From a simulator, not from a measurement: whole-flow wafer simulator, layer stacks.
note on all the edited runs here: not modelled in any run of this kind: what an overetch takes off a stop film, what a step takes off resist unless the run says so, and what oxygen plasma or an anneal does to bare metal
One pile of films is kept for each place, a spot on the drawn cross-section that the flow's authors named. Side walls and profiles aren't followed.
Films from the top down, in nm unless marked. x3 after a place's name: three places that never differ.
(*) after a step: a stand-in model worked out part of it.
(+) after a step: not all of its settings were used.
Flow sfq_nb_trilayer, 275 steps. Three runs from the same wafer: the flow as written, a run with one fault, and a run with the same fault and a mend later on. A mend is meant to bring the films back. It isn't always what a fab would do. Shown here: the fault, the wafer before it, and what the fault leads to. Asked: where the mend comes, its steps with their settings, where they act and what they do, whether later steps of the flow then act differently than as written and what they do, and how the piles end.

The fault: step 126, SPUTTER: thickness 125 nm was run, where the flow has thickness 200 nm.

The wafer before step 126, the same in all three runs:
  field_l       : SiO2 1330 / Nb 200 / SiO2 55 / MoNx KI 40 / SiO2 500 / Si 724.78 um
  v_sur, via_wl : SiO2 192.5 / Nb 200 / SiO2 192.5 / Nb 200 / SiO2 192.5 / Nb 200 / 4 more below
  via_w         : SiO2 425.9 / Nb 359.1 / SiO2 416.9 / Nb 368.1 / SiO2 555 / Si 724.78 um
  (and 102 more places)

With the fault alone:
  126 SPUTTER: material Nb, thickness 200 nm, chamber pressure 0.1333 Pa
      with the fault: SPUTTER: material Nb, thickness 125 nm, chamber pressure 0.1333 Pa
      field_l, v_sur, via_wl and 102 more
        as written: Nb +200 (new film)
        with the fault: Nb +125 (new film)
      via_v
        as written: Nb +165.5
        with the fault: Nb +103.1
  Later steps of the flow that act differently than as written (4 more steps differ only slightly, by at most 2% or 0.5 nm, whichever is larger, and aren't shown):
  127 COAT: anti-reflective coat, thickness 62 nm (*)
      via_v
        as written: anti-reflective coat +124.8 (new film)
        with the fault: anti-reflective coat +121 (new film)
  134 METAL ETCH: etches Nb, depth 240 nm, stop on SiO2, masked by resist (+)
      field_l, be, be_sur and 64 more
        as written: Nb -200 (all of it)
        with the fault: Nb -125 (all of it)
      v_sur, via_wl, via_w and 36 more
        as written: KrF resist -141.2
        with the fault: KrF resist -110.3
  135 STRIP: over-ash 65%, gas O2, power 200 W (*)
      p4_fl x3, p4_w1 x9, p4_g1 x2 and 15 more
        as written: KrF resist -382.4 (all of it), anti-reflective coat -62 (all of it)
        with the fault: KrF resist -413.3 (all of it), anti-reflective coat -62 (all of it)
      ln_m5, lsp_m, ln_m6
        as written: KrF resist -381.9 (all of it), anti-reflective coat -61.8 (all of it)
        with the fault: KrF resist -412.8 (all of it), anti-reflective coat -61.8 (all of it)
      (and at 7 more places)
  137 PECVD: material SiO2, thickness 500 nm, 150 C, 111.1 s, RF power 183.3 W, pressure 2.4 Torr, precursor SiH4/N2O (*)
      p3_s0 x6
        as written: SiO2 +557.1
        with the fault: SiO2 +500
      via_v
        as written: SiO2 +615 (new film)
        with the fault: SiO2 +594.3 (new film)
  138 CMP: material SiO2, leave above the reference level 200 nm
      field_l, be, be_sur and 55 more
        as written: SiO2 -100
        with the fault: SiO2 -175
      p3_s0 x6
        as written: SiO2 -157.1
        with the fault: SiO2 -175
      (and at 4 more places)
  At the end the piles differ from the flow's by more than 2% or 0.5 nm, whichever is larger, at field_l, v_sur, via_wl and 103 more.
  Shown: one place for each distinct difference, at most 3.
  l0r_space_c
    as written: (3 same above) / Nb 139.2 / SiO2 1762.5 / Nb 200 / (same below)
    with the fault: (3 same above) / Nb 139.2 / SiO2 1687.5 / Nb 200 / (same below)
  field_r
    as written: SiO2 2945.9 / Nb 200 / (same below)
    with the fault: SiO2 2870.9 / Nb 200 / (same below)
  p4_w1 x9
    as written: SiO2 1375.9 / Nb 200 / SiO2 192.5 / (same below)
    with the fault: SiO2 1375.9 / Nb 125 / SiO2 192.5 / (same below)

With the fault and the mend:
  The mend comes after step 126.
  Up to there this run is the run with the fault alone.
  126a SPUTTER: material Nb, thickness 75 nm, chamber pressure 0.1333 Pa (the flow's step 126 once more, with other settings)
      field_l, v_sur, via_wl and 102 more
        Nb +75
      via_v
        Nb +60.1
  No later step of the flow acts differently than as written, at any place that is followed, by more than 2% or 0.5 nm, whichever is larger.
  At the end the piles differ from the flow's only slightly at the places that both follow, by at most 2% or 0.5 nm, whichever is larger.
